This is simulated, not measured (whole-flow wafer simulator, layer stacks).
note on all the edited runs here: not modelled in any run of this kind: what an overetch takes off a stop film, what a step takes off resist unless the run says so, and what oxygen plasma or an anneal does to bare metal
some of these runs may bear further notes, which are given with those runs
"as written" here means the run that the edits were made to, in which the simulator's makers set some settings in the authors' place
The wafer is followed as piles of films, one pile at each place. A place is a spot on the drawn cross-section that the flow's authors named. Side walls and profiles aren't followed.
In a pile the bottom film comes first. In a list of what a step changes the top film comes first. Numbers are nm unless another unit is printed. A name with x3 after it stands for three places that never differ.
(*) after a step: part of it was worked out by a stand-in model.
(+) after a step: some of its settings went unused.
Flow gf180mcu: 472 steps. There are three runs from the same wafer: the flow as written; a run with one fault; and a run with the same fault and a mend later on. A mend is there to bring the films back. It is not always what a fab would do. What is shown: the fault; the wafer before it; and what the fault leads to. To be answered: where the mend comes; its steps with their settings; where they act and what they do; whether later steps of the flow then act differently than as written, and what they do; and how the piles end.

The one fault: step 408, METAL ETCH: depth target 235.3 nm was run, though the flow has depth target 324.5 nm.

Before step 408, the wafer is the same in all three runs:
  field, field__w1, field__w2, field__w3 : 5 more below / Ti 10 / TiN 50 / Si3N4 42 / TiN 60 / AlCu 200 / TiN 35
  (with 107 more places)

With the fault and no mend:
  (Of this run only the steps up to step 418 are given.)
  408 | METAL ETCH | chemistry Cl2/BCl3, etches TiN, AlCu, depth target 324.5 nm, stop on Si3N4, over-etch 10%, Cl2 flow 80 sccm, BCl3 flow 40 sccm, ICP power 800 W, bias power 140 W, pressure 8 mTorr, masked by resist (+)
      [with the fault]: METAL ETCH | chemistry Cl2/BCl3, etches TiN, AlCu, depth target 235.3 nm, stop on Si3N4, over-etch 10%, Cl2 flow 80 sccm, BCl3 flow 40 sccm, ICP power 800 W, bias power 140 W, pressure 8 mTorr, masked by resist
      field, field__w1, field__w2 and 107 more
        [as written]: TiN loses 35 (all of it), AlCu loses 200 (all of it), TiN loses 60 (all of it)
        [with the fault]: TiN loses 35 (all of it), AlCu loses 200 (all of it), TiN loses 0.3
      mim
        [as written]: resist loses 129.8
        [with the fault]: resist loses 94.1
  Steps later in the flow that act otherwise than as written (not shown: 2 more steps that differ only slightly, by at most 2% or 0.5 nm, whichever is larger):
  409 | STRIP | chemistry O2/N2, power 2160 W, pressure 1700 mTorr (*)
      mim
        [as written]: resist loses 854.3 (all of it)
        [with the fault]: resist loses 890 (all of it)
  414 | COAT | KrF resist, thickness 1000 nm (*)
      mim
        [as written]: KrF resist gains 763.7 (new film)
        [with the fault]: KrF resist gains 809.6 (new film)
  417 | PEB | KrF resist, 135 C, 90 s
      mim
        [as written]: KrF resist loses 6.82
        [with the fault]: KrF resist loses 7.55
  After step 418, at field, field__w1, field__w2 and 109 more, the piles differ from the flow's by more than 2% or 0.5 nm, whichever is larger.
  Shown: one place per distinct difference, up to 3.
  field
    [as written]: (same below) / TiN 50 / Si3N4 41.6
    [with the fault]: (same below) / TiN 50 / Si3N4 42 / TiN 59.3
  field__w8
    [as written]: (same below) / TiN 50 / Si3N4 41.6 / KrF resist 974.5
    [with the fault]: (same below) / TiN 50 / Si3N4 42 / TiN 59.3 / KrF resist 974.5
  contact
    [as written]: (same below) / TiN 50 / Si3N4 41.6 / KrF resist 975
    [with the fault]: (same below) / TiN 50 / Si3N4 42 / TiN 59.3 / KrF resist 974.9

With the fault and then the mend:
  After step 408 comes the mend.
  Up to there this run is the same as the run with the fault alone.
  408a | METAL ETCH | chemistry Cl2/BCl3, etches TiN, AlCu, depth target 89.2 nm, stop on Si3N4, over-etch 10%, Cl2 flow 80 sccm, BCl3 flow 40 sccm, ICP power 800 W, bias power 140 W, pressure 8 mTorr, masked by resist (+) (a further turn of the flow's step 408, with different settings)
      field, field__w1, field__w2 and 107 more
        TiN loses 59.7 (all of it)
      mim
        resist loses 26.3
  None of the later steps of the flow differs from how it acts as written, at any place that is followed, by more than 2% or 0.5 nm, whichever is larger.
  The piles end the same as the flow's at every place that both follow.
